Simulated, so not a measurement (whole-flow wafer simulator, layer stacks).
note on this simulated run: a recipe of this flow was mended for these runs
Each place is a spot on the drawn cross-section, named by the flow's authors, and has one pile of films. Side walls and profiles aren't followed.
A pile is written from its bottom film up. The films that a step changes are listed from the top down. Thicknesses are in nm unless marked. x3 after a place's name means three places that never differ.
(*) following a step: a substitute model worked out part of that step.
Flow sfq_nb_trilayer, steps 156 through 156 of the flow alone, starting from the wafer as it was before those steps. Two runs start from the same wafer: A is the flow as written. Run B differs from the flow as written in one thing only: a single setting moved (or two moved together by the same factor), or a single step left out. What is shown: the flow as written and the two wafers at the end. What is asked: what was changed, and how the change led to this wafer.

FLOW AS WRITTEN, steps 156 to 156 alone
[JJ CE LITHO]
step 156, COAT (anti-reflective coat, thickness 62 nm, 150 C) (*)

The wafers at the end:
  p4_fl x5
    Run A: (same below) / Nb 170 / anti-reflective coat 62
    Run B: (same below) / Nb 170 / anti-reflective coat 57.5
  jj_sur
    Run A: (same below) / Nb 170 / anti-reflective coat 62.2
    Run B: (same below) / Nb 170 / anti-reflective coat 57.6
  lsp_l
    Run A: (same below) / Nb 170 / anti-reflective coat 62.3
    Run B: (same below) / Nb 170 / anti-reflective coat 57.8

Cause: step 156, COAT: thickness 57.5 nm was run, while the flow as written has thickness 62 nm.
One can read it off the wafer: p4_fl x5 has anti-reflective coat 57.5, and step 156 as written asks for 62 nm.

How this came from the change, step by step:
  step 156, COAT (anti-reflective coat, thickness 62 nm, 150 C) (*)
      p4_fl x5, p4_w1 x9, p3_s0 x42, wl_j_sl x15, wl_d_m1, l0r_line_l x3, m0r_space_l x2: A anti-reflective coat gains 62 (new film) | B anti-reflective coat gains 57.5 (new film)
      jj_sur, ce_l, c5j, ce_r, sp_r: A anti-reflective coat gains 62.2 (new film) | B anti-reflective coat gains 57.6 (new film)
      (and at 22 other places as well)
